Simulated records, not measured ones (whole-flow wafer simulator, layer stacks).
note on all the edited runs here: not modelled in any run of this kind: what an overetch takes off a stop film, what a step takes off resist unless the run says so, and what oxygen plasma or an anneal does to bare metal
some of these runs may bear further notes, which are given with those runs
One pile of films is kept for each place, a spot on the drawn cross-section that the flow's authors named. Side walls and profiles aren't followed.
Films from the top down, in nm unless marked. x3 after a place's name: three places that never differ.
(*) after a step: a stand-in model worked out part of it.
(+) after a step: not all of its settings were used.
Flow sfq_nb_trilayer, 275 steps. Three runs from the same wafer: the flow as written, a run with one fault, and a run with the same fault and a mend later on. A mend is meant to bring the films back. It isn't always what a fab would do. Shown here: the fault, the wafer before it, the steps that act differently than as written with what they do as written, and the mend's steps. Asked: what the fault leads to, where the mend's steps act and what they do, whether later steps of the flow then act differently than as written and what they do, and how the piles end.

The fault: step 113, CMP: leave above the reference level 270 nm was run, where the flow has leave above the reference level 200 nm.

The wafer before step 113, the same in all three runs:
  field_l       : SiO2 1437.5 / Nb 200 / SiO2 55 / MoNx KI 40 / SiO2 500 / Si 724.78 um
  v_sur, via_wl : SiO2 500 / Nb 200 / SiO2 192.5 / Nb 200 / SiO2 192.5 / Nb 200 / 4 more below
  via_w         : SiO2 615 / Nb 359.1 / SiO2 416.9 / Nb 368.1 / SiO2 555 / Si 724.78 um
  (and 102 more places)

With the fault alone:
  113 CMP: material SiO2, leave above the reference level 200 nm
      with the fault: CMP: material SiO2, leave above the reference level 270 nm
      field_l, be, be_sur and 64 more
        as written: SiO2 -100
        with the fault: SiO2 -30
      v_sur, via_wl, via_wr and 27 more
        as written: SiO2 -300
        with the fault: SiO2 -230
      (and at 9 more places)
  Later steps of the flow that act differently than as written (4 more steps differ only slightly, by at most 2% or 0.5 nm, whichever is larger, and aren't shown):
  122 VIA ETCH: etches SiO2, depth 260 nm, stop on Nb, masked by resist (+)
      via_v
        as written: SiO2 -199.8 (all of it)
        with the fault: SiO2 -260
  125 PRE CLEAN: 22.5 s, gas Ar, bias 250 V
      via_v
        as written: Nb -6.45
        with the fault: SiO2 -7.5
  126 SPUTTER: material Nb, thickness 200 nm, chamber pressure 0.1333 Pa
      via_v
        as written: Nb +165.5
        with the fault: Nb +152.6 (new film)
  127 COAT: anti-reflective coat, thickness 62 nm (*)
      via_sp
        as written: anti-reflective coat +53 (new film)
        with the fault: anti-reflective coat +50.1 (new film)
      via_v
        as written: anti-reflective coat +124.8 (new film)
        with the fault: anti-reflective coat +128.6 (new film)
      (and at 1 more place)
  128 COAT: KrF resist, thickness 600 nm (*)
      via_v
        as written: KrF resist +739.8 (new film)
        with the fault: KrF resist +797.5 (new film)
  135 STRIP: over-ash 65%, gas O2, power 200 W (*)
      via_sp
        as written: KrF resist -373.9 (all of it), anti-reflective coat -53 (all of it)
        with the fault: KrF resist -369.8 (all of it), anti-reflective coat -50.1 (all of it)
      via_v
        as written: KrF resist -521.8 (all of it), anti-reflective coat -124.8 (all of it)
        with the fault: KrF resist -579.3 (all of it), anti-reflective coat -128.6 (all of it)
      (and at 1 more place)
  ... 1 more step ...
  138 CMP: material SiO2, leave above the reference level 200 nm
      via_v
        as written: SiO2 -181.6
        with the fault: SiO2 -157.1
  At the end the piles differ from the flow's by more than 2% or 0.5 nm, whichever is larger, at field_l, v_sur, via_wl and 103 more.
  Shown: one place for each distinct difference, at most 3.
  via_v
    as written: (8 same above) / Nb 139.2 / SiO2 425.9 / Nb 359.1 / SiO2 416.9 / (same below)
    with the fault: (8 same above) / Nb 139.2 / SiO2 500.1 / Nb 152.6 / SiO2 2.35 / Nb 200 / SiO2 416.9 / (same below)
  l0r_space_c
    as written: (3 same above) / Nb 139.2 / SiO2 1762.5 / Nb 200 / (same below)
    with the fault: (3 same above) / Nb 139.2 / SiO2 1832.5 / Nb 200 / (same below)
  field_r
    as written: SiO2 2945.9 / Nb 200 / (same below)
    with the fault: SiO2 3015.9 / Nb 200 / (same below)

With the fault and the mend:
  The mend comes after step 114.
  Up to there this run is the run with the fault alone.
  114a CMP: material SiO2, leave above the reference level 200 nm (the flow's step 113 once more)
      field_l, v_sur, via_wl and 103 more
        SiO2 -70
  No later step of the flow acts differently than as written at any place that is followed.
  At the end the piles are the same as the flow's at every place that both follow.
